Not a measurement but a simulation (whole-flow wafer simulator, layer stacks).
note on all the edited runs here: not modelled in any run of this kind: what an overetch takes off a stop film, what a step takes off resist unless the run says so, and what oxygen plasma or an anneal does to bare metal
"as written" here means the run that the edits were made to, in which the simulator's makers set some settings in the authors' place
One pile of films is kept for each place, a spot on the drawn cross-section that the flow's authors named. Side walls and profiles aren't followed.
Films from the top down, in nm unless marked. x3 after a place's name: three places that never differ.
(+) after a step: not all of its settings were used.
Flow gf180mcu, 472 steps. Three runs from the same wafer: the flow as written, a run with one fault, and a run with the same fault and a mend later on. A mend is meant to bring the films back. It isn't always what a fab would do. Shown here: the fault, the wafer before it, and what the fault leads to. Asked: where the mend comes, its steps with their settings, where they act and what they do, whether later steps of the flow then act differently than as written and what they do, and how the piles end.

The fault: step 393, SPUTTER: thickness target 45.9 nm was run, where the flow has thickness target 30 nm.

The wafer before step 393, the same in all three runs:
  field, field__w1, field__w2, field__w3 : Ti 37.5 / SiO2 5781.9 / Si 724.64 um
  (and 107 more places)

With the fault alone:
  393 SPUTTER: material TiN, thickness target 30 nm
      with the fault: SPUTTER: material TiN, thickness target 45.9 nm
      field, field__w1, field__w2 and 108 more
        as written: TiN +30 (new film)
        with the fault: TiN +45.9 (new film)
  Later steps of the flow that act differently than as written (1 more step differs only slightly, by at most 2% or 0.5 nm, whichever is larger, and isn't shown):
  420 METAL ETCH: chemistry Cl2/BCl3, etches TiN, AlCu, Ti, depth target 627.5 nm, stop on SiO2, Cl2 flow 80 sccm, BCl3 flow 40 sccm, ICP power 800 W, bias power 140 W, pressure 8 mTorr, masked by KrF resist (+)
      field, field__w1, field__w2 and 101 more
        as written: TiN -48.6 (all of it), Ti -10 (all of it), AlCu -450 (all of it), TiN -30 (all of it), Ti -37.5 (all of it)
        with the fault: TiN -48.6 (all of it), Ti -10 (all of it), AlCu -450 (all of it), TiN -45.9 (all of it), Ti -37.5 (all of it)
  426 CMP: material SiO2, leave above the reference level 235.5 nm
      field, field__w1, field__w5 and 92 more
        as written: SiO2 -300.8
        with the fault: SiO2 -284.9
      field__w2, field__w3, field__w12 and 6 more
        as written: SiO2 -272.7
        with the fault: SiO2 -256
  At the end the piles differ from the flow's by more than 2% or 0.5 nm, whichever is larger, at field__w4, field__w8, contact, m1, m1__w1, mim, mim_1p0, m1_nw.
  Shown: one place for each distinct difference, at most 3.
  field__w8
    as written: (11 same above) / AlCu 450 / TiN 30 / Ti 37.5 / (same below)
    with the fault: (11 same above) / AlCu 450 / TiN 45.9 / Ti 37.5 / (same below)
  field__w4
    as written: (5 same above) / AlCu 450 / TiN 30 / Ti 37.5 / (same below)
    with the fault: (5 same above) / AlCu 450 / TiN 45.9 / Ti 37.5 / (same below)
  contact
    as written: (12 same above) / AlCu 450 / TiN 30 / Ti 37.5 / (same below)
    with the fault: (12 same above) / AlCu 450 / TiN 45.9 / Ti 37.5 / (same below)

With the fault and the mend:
  The mend comes after step 393.
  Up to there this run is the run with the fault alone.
  393a METAL ETCH: chemistry Cl2/BCl3, etches TiN, AlCu, Ti, depth target 15.9 nm, Cl2 flow 80 sccm, BCl3 flow 40 sccm, ICP power 800 W, bias power 140 W, pressure 8 mTorr (the flow's step 260 once more, with other settings)
      field, field__w1, field__w2 and 108 more
        TiN -15.9
  No later step of the flow acts differently than as written at any place that is followed.
  At the end the piles are the same as the flow's at every place that both follow.
